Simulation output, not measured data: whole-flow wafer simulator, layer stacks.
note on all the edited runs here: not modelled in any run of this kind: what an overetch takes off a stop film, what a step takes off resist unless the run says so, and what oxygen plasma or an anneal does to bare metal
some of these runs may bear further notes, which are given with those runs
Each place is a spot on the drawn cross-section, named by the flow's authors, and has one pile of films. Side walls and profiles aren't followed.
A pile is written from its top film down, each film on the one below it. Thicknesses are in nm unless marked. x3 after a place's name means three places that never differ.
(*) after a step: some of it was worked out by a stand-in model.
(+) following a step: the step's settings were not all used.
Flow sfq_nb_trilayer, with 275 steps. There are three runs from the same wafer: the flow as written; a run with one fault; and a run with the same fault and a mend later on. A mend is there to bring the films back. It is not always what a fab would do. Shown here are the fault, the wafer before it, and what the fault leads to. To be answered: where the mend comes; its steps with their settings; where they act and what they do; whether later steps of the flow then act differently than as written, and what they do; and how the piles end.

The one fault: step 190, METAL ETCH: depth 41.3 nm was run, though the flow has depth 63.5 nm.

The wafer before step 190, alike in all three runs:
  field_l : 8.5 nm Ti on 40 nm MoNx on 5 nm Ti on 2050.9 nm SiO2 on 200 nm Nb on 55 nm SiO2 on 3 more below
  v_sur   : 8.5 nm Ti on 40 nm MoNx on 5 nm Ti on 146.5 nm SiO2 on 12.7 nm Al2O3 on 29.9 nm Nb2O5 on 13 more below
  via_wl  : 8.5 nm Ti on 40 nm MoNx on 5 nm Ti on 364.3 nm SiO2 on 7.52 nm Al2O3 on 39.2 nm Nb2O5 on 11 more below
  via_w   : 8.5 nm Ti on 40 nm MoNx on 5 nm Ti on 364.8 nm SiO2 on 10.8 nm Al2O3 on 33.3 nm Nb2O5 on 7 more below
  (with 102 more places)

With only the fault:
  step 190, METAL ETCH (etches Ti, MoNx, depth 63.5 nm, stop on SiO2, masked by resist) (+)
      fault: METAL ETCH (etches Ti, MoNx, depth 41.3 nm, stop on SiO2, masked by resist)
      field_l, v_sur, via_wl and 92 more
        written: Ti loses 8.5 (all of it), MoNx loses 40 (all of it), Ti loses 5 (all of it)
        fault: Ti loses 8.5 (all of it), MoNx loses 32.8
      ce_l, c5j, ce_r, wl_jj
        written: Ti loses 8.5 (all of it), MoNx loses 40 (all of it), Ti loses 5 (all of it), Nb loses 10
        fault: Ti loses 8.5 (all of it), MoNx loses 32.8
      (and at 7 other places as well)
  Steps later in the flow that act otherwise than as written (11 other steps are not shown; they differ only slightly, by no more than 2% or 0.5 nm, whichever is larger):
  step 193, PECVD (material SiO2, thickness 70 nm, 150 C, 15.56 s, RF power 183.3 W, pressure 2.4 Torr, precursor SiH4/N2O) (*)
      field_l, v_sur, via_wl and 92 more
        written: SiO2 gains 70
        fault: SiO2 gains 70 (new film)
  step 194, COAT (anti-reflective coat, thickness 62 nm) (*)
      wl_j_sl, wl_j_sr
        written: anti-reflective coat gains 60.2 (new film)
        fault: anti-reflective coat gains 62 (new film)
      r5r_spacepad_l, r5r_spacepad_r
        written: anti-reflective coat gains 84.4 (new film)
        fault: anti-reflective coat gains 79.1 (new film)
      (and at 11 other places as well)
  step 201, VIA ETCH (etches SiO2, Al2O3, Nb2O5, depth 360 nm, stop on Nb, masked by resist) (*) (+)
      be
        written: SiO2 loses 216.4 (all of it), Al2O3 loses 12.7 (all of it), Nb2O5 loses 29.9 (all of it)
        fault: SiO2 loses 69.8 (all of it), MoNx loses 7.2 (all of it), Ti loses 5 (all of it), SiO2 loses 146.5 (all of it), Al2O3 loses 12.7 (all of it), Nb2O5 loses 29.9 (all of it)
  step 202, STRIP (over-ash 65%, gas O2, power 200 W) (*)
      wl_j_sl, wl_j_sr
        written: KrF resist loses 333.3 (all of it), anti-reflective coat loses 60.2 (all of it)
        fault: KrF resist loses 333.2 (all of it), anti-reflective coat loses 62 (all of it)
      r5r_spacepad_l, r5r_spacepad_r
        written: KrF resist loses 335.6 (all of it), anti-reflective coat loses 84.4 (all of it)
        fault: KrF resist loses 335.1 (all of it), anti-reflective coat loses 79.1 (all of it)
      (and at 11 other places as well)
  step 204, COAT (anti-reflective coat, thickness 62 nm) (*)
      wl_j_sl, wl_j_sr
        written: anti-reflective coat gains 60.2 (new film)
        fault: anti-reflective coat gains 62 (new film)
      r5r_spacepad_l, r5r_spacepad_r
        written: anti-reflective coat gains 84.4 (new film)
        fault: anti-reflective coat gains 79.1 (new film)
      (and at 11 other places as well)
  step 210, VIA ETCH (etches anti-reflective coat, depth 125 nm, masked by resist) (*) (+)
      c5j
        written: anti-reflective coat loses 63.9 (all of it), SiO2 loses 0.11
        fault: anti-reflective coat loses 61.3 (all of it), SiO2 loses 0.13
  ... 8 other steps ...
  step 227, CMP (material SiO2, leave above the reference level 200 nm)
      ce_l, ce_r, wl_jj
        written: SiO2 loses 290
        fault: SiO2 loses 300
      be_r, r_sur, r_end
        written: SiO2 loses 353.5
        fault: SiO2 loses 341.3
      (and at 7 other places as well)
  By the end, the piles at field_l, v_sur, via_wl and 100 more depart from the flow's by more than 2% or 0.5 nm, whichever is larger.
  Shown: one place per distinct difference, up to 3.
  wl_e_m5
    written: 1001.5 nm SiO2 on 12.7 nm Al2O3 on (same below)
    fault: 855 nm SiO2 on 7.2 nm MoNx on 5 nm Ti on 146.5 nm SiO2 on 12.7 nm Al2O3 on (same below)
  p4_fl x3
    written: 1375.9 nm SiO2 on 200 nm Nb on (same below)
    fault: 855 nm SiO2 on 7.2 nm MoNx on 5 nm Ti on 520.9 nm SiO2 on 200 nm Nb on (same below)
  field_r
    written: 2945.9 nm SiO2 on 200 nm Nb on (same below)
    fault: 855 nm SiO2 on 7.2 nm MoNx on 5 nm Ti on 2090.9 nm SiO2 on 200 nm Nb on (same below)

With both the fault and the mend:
  After step 190 comes the mend.
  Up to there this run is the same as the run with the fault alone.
  step 190a, METAL ETCH (etches Ti, MoNx, depth 22.2 nm, stop on SiO2, masked by resist) (+) (the flow's step 190, run once more with other settings)
      field_l, v_sur, via_wl and 92 more
        MoNx loses 7.2 (all of it), Ti loses 5 (all of it)
      be_r, r_sur, res, r_end, r5r_line_l, r5r_line_c, r5r_line_r
        KrF resist loses 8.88
      ce_l, c5j, ce_r, wl_jj
        MoNx loses 7.2 (all of it), Ti loses 5 (all of it), Nb loses 10
  Later steps of the flow that are run all act as written at every place that is followed.
  At every place that both follow, the piles at the end match the flow's.
